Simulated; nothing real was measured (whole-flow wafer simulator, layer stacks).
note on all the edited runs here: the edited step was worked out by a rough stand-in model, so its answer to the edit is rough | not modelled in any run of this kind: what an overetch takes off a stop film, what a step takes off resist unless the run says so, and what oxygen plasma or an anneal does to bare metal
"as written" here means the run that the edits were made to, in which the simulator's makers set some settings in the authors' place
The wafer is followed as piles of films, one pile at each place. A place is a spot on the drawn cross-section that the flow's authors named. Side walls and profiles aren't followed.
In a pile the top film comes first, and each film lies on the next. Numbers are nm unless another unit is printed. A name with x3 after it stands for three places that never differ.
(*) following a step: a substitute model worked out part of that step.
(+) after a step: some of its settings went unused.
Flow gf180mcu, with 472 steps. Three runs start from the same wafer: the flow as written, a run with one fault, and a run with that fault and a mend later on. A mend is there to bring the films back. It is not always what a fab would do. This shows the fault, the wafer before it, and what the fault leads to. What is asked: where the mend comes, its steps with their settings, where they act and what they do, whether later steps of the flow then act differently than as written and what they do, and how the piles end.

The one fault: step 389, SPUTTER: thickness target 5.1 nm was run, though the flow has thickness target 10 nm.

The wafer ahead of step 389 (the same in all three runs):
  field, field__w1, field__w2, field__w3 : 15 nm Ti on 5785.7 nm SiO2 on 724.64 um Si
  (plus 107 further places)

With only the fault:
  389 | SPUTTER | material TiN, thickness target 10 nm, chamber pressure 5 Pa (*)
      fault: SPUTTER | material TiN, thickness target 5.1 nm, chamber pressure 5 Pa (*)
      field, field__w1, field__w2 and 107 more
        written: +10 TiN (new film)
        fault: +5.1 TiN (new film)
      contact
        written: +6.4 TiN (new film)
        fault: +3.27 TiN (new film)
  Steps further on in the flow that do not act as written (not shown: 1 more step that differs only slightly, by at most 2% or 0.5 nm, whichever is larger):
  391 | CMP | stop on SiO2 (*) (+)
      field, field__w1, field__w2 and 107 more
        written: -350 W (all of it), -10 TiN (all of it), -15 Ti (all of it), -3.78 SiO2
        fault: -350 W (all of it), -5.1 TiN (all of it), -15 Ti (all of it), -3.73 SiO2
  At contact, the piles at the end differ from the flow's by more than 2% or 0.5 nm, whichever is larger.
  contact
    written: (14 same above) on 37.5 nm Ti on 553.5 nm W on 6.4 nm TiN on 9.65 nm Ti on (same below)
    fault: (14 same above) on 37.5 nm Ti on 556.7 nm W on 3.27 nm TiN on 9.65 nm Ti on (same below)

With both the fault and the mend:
  After step 389 comes the mend.
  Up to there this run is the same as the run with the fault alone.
  389a | SPUTTER | material TiN, thickness target 4.9 nm, chamber pressure 5 Pa (*) (a further turn of the flow's step 389, with different settings)
      field, field__w1, field__w2 and 107 more
        +4.9 TiN
      contact
        +3.14 TiN
  Every later step of the flow that is run acts as written at every place that is followed.
  At every place that both follow, the piles at the end match the flow's.
